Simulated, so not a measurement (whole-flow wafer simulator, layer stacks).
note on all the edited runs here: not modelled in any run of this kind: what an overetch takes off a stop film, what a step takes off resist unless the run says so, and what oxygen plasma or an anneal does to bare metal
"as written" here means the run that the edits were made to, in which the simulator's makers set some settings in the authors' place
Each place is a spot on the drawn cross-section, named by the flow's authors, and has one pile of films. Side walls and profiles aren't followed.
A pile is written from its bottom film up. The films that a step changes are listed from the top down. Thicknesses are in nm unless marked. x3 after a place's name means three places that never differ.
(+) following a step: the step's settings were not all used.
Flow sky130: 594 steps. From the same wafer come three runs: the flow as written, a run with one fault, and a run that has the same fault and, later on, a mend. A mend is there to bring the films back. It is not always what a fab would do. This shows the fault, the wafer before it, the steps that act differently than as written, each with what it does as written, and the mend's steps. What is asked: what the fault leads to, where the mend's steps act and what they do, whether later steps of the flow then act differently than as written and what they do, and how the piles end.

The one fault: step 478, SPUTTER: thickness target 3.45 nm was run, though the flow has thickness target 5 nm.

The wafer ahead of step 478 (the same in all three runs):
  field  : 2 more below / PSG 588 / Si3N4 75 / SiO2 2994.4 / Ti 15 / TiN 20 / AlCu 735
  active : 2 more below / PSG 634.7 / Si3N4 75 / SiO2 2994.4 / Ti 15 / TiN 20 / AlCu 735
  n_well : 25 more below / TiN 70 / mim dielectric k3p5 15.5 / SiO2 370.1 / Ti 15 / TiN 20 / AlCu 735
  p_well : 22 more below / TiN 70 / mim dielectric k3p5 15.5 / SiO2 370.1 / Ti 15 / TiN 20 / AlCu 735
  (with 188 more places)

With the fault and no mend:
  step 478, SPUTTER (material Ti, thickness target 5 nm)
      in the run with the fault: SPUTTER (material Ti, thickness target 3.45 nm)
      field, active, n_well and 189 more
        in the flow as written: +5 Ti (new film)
        in the run with the fault: +3.45 Ti (new film)
  Steps later in the flow that act otherwise than as written (12 other steps are not shown; they differ only slightly, by no more than 2% or 0.5 nm, whichever is larger):
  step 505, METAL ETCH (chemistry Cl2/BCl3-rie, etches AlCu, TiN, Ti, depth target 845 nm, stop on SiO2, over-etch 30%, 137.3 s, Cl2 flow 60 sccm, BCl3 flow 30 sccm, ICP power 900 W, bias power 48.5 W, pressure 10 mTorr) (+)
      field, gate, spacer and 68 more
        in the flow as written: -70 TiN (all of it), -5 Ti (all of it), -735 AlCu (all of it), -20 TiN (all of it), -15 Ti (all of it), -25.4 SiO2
        in the run with the fault: -70 TiN (all of it), -3.45 Ti (all of it), -735 AlCu (all of it), -20 TiN (all of it), -15 Ti (all of it), -25.5 SiO2
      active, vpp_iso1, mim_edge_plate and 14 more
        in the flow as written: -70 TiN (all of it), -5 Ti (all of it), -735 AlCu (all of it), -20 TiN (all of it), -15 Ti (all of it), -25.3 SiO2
        in the run with the fault: -70 TiN (all of it), -3.45 Ti (all of it), -735 AlCu (all of it), -20 TiN (all of it), -15 Ti (all of it), -25.5 SiO2
  The piles end different from the flow's at n_well, p_well, gate_hv and 102 more by more than 2% or 0.5 nm, whichever is larger.
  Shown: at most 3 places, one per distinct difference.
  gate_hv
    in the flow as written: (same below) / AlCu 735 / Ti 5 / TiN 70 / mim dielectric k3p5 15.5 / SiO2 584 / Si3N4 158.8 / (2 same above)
    in the run with the fault: (same below) / AlCu 735 / Ti 3.45 / TiN 70 / mim dielectric k3p5 15.5 / SiO2 585.5 / Si3N4 158.8 / (2 same above)
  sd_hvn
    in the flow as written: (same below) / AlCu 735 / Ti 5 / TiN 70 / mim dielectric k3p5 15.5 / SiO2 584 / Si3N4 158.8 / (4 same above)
    in the run with the fault: (same below) / AlCu 735 / Ti 3.45 / TiN 70 / mim dielectric k3p5 15.5 / SiO2 585.5 / Si3N4 158.8 / (4 same above)
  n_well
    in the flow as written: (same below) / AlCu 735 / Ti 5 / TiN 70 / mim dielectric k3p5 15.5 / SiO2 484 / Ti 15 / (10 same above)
    in the run with the fault: (same below) / AlCu 735 / Ti 3.45 / TiN 70 / mim dielectric k3p5 15.5 / SiO2 485.6 / Ti 15 / (10 same above)

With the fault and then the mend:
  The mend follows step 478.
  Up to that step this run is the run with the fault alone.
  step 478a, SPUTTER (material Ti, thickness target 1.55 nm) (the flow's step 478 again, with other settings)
      field, active, n_well and 189 more
        +1.55 Ti
  None of the later steps of the flow acts differently than as written at any place that is followed.
  At every place that both follow, the piles at the end match the flow's.
